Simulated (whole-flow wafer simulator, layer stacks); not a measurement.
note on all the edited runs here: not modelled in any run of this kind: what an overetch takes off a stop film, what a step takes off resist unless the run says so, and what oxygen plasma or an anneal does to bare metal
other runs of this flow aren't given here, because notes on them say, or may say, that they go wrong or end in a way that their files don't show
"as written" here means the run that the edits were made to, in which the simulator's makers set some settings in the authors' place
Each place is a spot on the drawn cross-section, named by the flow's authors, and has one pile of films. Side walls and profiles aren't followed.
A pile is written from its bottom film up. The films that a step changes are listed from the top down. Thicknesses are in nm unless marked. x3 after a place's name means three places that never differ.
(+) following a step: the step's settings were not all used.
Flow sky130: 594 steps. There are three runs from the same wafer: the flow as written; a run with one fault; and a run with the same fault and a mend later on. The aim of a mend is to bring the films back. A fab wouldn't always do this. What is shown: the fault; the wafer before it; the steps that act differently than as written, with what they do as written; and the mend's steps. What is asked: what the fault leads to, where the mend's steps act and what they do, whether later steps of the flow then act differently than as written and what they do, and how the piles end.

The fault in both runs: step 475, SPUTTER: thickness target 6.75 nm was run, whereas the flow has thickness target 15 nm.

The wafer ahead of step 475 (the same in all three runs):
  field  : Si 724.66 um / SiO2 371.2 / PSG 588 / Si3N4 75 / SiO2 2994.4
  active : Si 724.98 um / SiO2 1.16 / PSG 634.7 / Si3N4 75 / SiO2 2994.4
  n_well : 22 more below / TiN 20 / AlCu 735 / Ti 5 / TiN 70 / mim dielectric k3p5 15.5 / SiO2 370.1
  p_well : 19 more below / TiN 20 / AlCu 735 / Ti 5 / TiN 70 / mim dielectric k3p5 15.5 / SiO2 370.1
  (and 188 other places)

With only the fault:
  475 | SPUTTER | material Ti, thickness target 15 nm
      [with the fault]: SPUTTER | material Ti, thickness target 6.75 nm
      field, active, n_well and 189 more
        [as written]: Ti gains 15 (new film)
        [with the fault]: Ti gains 6.75 (new film)
  Later steps of the flow acting differently than as written (5 other steps are not shown; they differ only slightly, by no more than 2% or 0.5 nm, whichever is larger):
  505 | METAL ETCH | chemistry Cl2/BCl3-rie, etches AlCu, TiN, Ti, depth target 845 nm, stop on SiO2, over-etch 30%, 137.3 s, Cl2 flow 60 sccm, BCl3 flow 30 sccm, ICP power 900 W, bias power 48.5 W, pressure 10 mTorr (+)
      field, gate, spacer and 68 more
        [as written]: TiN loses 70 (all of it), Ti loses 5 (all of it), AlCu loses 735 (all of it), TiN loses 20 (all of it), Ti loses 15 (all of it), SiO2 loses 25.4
        [with the fault]: TiN loses 70 (all of it), Ti loses 5 (all of it), AlCu loses 735 (all of it), TiN loses 20 (all of it), Ti loses 6.75 (all of it), SiO2 loses 26.2
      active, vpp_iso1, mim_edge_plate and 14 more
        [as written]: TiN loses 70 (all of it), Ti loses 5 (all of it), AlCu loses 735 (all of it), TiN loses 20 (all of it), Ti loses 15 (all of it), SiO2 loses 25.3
        [with the fault]: TiN loses 70 (all of it), Ti loses 5 (all of it), AlCu loses 735 (all of it), TiN loses 20 (all of it), Ti loses 6.75 (all of it), SiO2 loses 26.2
  The piles end different from the flow's at n_well, p_well, gate_hv and 102 more by more than 2% or 0.5 nm, whichever is larger.
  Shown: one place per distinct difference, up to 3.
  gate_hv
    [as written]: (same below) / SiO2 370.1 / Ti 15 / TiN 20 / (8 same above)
    [with the fault]: (same below) / SiO2 370.1 / Ti 6.75 / TiN 20 / (8 same above)
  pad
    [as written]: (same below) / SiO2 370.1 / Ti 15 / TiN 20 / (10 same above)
    [with the fault]: (same below) / SiO2 370.1 / Ti 6.75 / TiN 20 / (10 same above)
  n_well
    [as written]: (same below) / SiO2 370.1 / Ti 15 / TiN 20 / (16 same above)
    [with the fault]: (same below) / SiO2 370.1 / Ti 6.75 / TiN 20 / (16 same above)

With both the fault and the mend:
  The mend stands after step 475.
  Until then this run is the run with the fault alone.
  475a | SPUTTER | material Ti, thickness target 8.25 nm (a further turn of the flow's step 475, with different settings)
      field, active, n_well and 189 more
        Ti gains 8.25
  Every later step of the flow that is run acts as written at every place that is followed.
  At every place that both follow, the piles at the end match the flow's.
